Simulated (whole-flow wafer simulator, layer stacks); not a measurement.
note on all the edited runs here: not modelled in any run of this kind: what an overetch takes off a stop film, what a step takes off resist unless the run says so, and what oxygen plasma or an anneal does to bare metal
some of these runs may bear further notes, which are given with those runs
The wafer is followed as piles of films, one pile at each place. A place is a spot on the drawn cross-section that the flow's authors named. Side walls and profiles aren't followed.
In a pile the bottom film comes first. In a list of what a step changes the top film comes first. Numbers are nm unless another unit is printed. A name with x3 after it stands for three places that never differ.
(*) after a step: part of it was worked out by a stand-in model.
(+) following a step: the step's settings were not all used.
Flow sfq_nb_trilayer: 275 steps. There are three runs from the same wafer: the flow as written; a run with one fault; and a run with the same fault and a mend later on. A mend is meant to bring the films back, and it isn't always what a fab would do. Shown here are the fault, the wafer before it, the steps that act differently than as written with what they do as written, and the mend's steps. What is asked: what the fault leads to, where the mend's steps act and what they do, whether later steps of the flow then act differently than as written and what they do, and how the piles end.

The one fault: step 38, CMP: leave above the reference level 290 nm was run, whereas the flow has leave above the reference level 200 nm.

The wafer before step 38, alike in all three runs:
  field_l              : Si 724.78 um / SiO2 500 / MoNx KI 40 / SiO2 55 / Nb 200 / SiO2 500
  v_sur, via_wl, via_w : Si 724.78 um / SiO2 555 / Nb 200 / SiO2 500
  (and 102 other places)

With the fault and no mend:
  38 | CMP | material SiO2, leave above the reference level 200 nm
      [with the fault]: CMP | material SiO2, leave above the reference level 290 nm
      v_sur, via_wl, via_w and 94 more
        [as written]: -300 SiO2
        [with the fault]: -210 SiO2
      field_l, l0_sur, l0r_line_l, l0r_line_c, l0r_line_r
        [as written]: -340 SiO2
        [with the fault]: -250 SiO2
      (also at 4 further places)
  Steps later in the flow that act otherwise than as written (4 other steps are not shown; they differ only slightly, by no more than 2% or 0.5 nm, whichever is larger):
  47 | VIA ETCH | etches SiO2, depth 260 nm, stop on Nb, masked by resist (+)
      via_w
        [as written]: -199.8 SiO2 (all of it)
        [with the fault]: -260 SiO2
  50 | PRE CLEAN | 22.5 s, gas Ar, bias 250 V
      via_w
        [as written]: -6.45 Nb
        [with the fault]: -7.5 SiO2
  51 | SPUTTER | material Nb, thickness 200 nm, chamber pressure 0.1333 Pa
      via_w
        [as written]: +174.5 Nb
        [with the fault]: +163.1 Nb (new film)
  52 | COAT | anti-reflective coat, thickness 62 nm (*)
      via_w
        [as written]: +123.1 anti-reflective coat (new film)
        [with the fault]: +136.1 anti-reflective coat (new film)
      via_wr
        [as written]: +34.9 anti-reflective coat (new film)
        [with the fault]: +33.2 anti-reflective coat (new film)
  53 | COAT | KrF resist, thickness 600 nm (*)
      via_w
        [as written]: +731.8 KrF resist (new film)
        [with the fault]: +781.6 KrF resist (new film)
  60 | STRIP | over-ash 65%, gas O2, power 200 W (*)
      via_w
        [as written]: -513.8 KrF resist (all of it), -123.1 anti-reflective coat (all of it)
        [with the fault]: -563.6 KrF resist (all of it), -136.1 anti-reflective coat (all of it)
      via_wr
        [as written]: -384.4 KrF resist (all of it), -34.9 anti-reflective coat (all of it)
        [with the fault]: -378.6 KrF resist (all of it), -33.2 anti-reflective coat (all of it)
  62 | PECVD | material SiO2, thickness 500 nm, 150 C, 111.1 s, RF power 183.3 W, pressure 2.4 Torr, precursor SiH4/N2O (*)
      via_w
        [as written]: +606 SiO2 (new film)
        [with the fault]: +678.7 SiO2 (new film)
  At field_l, v_sur, via_wl and 103 more, the piles at the end differ from the flow's by more than 2% or 0.5 nm, whichever is larger.
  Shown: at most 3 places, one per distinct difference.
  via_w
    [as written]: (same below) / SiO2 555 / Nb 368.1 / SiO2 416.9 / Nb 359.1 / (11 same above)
    [with the fault]: (same below) / SiO2 555 / Nb 200 / SiO2 22.3 / Nb 163.1 / SiO2 489.6 / Nb 359.1 / (11 same above)
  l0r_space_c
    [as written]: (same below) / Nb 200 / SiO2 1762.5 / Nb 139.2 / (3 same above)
    [with the fault]: (same below) / Nb 200 / SiO2 1852.5 / Nb 139.2 / (3 same above)
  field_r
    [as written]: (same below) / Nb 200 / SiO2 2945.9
    [with the fault]: (same below) / Nb 200 / SiO2 3035.9

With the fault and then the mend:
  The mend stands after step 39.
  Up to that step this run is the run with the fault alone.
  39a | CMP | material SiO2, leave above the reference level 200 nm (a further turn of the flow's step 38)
      field_l, v_sur, via_wl and 103 more
        -90 SiO2
  Every later step of the flow that is run acts as written at every place that is followed.
  At every place that both follow, the piles at the end match the flow's.
